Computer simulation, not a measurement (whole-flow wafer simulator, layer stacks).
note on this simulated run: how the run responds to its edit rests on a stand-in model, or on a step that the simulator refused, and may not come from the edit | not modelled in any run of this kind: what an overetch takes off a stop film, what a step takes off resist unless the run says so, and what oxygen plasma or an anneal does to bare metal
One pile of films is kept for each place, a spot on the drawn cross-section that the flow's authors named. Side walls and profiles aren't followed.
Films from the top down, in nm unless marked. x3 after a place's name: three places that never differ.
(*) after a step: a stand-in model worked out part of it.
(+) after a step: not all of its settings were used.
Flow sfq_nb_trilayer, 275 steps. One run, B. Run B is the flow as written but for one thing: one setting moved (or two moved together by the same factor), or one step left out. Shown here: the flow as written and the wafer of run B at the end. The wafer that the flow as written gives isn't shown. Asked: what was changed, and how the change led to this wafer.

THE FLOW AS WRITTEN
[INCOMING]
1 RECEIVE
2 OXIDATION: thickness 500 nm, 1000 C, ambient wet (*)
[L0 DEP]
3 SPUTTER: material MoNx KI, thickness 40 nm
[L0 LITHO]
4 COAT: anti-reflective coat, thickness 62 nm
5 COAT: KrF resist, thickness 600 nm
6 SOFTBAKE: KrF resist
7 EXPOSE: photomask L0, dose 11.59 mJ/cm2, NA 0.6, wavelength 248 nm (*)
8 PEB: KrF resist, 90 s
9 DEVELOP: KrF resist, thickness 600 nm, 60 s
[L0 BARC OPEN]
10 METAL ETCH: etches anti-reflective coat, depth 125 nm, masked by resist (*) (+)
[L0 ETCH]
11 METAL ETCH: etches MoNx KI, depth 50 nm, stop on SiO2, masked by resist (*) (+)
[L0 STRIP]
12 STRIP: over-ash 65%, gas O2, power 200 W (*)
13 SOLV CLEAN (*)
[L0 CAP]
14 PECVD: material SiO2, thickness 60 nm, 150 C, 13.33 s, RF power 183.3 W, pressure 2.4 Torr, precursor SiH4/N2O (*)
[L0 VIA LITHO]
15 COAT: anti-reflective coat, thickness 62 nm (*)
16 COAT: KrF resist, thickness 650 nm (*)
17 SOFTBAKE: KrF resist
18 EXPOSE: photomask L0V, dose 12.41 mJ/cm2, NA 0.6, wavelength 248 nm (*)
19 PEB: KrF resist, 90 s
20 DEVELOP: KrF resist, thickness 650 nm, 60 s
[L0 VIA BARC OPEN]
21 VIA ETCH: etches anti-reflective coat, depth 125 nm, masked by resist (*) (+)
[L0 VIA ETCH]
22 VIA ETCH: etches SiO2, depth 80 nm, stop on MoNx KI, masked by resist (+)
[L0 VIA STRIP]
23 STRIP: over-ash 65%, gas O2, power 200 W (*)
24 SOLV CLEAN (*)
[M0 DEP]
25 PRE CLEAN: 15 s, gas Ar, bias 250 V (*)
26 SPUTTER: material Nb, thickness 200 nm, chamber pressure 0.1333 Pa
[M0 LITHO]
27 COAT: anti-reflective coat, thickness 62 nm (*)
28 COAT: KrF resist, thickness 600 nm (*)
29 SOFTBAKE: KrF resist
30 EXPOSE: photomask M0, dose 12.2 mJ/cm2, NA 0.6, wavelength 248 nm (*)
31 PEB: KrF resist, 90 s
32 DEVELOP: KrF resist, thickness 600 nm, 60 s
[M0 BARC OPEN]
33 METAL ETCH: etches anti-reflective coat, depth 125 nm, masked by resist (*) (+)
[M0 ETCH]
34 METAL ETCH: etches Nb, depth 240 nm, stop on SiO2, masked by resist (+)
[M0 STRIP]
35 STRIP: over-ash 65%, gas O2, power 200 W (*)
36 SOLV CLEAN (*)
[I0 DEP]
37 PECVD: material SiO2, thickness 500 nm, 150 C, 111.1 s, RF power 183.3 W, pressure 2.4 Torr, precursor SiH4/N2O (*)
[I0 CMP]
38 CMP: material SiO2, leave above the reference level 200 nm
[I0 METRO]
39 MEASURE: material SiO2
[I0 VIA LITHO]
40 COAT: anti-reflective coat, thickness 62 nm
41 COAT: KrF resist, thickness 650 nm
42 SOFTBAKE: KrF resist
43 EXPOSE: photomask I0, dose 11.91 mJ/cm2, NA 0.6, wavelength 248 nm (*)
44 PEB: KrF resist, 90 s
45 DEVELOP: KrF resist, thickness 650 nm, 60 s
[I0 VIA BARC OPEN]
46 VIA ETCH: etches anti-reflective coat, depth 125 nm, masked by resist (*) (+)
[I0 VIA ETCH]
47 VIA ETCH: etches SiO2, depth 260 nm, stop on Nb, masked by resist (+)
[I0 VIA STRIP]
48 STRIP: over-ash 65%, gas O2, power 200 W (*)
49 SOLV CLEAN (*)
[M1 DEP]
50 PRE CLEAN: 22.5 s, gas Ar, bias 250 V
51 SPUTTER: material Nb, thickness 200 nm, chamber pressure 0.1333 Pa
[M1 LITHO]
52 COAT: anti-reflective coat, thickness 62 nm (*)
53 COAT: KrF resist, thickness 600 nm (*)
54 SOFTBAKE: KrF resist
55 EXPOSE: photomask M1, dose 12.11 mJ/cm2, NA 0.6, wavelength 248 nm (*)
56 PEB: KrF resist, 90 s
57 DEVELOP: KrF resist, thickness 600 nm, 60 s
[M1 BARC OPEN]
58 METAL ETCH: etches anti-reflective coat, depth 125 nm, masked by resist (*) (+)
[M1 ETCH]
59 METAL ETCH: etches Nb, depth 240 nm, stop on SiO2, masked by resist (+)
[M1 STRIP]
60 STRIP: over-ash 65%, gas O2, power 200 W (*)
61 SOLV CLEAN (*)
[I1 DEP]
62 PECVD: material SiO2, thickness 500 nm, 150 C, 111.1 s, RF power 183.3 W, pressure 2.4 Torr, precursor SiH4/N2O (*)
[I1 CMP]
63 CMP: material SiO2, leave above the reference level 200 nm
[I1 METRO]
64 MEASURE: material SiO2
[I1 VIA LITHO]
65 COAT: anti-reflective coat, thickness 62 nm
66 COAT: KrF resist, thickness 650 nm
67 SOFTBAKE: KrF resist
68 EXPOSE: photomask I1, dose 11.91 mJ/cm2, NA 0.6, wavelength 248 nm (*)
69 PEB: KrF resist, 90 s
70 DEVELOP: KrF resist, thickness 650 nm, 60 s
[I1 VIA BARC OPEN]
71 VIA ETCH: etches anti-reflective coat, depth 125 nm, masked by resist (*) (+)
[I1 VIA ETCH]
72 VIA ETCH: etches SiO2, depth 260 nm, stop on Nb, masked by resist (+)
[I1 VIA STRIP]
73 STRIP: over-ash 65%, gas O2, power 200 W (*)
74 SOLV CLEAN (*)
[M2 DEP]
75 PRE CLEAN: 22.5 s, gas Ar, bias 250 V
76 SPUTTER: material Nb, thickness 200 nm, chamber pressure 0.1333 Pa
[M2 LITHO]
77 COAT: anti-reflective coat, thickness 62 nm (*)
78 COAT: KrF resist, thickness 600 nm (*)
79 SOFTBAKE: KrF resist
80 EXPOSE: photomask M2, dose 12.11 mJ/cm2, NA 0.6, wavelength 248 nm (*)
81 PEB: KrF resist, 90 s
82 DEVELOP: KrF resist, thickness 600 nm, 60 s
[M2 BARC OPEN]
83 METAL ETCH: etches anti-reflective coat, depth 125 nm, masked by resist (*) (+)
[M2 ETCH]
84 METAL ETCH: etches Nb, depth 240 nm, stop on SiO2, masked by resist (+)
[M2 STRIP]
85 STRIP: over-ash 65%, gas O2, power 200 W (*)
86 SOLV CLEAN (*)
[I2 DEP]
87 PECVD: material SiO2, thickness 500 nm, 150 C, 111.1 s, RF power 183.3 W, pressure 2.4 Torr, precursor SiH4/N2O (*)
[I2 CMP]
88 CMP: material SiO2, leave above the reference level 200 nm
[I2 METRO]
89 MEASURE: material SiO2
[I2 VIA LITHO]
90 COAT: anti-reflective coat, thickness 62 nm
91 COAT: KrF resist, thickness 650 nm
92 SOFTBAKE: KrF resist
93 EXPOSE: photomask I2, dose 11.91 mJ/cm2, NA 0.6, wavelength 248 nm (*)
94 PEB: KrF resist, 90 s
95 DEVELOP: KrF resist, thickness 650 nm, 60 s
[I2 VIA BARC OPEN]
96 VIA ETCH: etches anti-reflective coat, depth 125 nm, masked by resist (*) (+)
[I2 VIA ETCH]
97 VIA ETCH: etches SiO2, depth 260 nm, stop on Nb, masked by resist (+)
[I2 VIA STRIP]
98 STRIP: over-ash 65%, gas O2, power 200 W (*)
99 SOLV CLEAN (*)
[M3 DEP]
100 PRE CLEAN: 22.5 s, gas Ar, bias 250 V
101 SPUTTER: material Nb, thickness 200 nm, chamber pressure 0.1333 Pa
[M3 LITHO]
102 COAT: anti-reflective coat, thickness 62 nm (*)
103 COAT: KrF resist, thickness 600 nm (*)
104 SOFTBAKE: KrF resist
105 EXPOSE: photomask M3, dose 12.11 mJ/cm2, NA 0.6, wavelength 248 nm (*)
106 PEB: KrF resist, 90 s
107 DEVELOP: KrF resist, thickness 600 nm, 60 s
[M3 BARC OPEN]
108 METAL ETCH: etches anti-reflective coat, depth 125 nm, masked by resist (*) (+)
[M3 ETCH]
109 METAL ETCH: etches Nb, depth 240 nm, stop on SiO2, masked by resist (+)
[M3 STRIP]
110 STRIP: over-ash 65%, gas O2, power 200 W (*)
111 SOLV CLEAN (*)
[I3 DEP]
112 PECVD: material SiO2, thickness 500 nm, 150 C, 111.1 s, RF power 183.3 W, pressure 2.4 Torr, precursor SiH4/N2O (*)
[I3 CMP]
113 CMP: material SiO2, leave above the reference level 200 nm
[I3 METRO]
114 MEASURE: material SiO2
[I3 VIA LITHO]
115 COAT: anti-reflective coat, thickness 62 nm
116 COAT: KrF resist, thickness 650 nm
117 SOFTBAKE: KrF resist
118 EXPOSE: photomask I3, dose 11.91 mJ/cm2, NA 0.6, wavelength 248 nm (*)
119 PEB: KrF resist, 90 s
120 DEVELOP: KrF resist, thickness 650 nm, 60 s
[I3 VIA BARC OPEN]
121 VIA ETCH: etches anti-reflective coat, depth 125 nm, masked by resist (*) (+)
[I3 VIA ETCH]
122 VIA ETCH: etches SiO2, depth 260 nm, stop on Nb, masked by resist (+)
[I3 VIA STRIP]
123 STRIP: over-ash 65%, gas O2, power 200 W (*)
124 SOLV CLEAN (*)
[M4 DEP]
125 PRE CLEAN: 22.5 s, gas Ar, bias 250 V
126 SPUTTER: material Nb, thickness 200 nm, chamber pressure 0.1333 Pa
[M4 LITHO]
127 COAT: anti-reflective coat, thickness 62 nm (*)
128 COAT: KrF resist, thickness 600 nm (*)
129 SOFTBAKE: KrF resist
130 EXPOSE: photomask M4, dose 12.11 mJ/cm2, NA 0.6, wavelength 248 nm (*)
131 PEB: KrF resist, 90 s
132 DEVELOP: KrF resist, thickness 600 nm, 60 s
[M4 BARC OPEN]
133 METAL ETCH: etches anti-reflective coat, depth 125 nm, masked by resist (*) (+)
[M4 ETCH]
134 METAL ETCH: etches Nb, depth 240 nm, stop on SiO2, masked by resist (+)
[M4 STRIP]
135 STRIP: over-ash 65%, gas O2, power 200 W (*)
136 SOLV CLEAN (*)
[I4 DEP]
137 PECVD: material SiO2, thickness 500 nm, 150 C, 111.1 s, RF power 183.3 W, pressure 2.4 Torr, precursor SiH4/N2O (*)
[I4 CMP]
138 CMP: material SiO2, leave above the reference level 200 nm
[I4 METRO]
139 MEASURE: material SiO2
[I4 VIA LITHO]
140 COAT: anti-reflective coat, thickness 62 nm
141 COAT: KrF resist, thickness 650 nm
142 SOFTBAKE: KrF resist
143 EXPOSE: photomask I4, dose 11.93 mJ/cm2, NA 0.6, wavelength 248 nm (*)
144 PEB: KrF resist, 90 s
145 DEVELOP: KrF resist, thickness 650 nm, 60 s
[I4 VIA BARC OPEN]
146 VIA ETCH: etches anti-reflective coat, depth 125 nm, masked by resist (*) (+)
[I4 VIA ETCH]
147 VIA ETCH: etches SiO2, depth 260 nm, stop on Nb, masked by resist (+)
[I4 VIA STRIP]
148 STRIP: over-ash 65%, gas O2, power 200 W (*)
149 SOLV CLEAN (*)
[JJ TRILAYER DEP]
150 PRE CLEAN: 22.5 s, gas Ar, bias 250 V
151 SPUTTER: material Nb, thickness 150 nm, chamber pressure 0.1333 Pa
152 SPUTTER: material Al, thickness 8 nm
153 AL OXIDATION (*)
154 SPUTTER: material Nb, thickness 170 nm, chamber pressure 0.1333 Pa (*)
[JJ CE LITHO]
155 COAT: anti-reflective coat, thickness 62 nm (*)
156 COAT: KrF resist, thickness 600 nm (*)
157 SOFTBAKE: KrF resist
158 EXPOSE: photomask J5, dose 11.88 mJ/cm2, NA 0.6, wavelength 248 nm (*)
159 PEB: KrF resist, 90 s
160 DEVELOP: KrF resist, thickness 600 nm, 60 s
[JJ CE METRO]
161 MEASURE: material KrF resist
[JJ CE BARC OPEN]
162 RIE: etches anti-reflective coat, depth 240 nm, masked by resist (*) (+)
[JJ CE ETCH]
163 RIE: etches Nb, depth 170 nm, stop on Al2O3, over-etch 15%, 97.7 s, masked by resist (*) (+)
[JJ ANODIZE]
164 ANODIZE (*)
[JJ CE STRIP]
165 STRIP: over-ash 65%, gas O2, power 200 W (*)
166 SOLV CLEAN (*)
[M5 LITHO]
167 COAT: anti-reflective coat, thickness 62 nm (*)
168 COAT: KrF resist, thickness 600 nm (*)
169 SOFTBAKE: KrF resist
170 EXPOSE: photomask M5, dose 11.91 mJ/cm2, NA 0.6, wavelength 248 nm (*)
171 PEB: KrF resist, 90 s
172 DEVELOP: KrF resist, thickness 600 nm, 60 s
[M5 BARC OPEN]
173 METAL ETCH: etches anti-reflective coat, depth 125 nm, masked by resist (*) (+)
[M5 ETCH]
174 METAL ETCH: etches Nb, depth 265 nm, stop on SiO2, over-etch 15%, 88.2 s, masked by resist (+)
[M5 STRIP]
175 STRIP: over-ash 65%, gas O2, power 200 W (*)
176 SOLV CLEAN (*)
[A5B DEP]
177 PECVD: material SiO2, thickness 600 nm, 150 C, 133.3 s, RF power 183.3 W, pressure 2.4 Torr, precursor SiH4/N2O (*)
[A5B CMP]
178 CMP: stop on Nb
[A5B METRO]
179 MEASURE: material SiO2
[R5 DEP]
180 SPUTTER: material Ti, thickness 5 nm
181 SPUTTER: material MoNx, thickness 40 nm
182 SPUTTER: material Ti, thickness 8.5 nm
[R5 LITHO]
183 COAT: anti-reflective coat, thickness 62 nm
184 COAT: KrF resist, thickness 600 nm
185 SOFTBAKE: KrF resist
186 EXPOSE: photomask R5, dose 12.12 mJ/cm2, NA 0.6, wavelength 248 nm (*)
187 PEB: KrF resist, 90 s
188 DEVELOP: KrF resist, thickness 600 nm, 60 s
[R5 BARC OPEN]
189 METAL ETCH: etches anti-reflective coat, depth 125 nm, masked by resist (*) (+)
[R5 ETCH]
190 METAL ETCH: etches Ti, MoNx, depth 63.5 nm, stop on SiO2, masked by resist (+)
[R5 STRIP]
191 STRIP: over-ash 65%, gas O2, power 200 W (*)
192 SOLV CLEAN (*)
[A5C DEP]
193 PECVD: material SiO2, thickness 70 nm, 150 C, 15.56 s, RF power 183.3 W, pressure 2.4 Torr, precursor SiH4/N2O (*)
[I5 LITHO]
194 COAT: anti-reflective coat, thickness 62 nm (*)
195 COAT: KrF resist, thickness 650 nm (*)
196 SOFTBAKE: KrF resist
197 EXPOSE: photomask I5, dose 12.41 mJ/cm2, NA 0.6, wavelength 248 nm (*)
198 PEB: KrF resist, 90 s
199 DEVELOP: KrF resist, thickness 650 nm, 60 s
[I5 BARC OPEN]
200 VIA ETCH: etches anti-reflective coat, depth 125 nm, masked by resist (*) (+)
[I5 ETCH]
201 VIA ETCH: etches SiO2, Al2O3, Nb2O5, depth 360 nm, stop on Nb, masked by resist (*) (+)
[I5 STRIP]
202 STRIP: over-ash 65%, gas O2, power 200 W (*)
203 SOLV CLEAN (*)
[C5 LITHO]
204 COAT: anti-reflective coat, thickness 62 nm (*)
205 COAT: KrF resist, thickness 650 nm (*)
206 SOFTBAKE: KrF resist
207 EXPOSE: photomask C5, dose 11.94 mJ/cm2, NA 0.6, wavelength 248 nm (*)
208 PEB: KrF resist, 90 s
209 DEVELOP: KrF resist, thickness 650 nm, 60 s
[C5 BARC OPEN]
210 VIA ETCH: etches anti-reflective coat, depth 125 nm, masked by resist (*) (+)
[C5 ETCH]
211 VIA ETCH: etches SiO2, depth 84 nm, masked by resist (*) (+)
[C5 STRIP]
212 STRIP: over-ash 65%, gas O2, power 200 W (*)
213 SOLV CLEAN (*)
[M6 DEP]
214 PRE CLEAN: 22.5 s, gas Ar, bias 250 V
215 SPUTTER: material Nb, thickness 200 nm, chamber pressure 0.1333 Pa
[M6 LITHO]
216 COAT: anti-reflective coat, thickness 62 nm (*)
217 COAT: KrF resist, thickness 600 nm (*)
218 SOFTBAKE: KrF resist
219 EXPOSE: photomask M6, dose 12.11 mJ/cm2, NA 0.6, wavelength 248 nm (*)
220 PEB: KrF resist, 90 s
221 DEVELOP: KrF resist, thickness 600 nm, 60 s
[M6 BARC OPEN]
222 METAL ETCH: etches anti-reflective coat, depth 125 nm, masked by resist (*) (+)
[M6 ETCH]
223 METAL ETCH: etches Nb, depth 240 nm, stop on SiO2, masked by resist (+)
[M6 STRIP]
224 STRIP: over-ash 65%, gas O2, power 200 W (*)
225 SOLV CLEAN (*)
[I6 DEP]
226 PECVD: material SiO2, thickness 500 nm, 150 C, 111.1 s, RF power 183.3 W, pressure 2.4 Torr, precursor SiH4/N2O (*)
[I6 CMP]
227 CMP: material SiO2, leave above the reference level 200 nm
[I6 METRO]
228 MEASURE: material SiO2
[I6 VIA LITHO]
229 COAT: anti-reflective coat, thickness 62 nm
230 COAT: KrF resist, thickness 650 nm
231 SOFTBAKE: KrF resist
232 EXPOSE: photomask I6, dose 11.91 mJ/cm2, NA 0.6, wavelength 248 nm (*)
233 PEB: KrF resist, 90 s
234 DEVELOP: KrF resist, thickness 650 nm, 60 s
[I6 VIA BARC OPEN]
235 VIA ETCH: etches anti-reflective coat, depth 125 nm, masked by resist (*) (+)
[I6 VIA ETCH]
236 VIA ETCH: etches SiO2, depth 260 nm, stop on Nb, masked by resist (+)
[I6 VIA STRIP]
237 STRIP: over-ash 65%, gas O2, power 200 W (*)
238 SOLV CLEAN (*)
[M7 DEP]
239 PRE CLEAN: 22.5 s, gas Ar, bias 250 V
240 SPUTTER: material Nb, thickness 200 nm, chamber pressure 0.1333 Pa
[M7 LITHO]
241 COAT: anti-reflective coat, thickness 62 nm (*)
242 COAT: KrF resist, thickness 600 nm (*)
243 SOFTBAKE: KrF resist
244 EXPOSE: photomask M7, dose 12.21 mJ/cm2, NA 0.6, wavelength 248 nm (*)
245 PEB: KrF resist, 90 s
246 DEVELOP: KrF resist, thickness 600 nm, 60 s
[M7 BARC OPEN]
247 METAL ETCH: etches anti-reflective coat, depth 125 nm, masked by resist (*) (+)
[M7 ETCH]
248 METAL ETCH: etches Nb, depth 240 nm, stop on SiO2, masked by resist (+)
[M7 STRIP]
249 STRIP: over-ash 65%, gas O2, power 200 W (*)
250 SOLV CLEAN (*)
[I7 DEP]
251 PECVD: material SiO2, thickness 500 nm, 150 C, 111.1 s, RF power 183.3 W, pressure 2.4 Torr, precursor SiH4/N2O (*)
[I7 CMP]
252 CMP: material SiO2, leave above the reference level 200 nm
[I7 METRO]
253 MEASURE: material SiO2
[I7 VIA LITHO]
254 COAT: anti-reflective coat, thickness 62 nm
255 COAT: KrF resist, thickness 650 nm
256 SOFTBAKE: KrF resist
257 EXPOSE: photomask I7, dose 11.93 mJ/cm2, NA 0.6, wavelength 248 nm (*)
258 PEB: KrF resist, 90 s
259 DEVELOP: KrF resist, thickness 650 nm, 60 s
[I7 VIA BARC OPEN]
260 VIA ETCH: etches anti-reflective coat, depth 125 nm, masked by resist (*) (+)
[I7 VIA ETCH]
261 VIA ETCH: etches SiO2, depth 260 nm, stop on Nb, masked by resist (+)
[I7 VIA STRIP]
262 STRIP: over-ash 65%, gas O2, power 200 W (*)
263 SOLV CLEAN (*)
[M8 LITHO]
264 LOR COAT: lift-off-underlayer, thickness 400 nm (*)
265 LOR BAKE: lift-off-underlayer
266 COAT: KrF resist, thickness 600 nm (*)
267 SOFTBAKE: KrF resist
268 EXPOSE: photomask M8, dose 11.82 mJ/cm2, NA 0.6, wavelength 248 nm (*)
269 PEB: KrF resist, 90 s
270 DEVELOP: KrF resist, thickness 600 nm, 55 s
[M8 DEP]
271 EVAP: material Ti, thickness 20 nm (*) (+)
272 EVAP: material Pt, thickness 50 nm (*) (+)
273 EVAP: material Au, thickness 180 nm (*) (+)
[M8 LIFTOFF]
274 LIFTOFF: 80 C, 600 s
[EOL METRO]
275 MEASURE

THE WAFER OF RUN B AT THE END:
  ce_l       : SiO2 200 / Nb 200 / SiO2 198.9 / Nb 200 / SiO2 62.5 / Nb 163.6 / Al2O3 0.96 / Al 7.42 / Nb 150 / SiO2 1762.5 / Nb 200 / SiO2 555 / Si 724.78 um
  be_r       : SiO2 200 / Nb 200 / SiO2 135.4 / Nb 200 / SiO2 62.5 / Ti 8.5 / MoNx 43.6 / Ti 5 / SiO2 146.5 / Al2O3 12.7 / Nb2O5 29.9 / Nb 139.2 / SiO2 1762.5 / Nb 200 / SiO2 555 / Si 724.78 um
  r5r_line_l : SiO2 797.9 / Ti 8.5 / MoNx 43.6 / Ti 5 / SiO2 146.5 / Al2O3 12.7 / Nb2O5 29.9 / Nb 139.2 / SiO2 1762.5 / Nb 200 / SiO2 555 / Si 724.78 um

The cause: step 181, SPUTTER: thickness 43.6 nm was run, where the flow has thickness 40 nm.
It can be read off the wafer: be_r has MoNx 43.6, and step 181 as written asks for 40 nm.

How the change led to this, step by step:
  181 SPUTTER: material MoNx, thickness 40 nm
      field_l, v_sur, via_wl and 103 more: MoNx +43.6 (new film) (as written it would be: MoNx +40 (new film))
  190 METAL ETCH: etches Ti, MoNx, depth 63.5 nm, stop on SiO2, masked by resist (+)
      field_l, v_sur, via_wl and 92 more: Ti -8.5 (all of it), MoNx -43.6 (all of it), Ti -5 (all of it) (as written it would be: Ti -8.5 (all of it), MoNx -40 (all of it), Ti -5 (all of it))
      ce_l, c5j, ce_r, wl_jj: Ti -8.5 (all of it), MoNx -43.6 (all of it), Ti -5 (all of it), Nb -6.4 (as written it would be: Ti -8.5 (all of it), MoNx -40 (all of it), Ti -5 (all of it), Nb -10)
  194 COAT: anti-reflective coat, thickness 62 nm (*)
      ce_l: anti-reflective coat +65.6 (new film) (as written it would be: anti-reflective coat +67.2 (new film))
      ce_r: anti-reflective coat +66.3 (new film) (as written it would be: anti-reflective coat +68.1 (new film))
  202 STRIP: over-ash 65%, gas O2, power 200 W (*)
      ce_l: KrF resist -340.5 (all of it), anti-reflective coat -65.6 (all of it) (as written it would be: KrF resist -341.5 (all of it), anti-reflective coat -67.2 (all of it))
      ce_r: KrF resist -345.6 (all of it), anti-reflective coat -66.3 (all of it) (as written it would be: KrF resist -346.1 (all of it), anti-reflective coat -68.1 (all of it))
  204 COAT: anti-reflective coat, thickness 62 nm (*)
      ce_l: anti-reflective coat +64.4 (new film) (as written it would be: anti-reflective coat +66 (new film))
      ce_r: anti-reflective coat +65.4 (new film) (as written it would be: anti-reflective coat +67.2 (new film))
  212 STRIP: over-ash 65%, gas O2, power 200 W (*)
      ce_l: KrF resist -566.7 (all of it), anti-reflective coat -64.4 (all of it) (as written it would be: KrF resist -567.4 (all of it), anti-reflective coat -66 (all of it))
      ce_r: KrF resist -573.6 (all of it), anti-reflective coat -65.4 (all of it) (as written it would be: KrF resist -573.7 (all of it), anti-reflective coat -67.2 (all of it))
  216 COAT: anti-reflective coat, thickness 62 nm (*)
      r5r_spacepad_l, r5r_spacepad_r: anti-reflective coat +87.5 (new film) (as written it would be: anti-reflective coat +85.7 (new film))
      ce_l: anti-reflective coat +46.9 (new film) (as written it would be: anti-reflective coat +48 (new film))
      (and at 2 more places)
  222 METAL ETCH: etches anti-reflective coat, depth 125 nm, masked by resist (*) (+)
      r5r_spacepad_l, r5r_spacepad_r: anti-reflective coat -87.5 (all of it) (as written it would be: anti-reflective coat -85.7 (all of it))
  224 STRIP: over-ash 65%, gas O2, power 200 W (*)
      ce_l: KrF resist -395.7 (all of it), anti-reflective coat -46.9 (all of it) (as written it would be: KrF resist -397.1 (all of it), anti-reflective coat -48 (all of it))
      ce_r: KrF resist -402.6 (all of it), anti-reflective coat -47.6 (all of it) (as written it would be: KrF resist -403.5 (all of it), anti-reflective coat -48.8 (all of it))
      (and at 1 more place)
  227 CMP: material SiO2, leave above the reference level 200 nm
      r5r_line_l, r5r_spacepad_l, r5r_spacepad_r, r5r_line_c, r5r_line_r: SiO2 -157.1 (as written it would be: SiO2 -153.5)
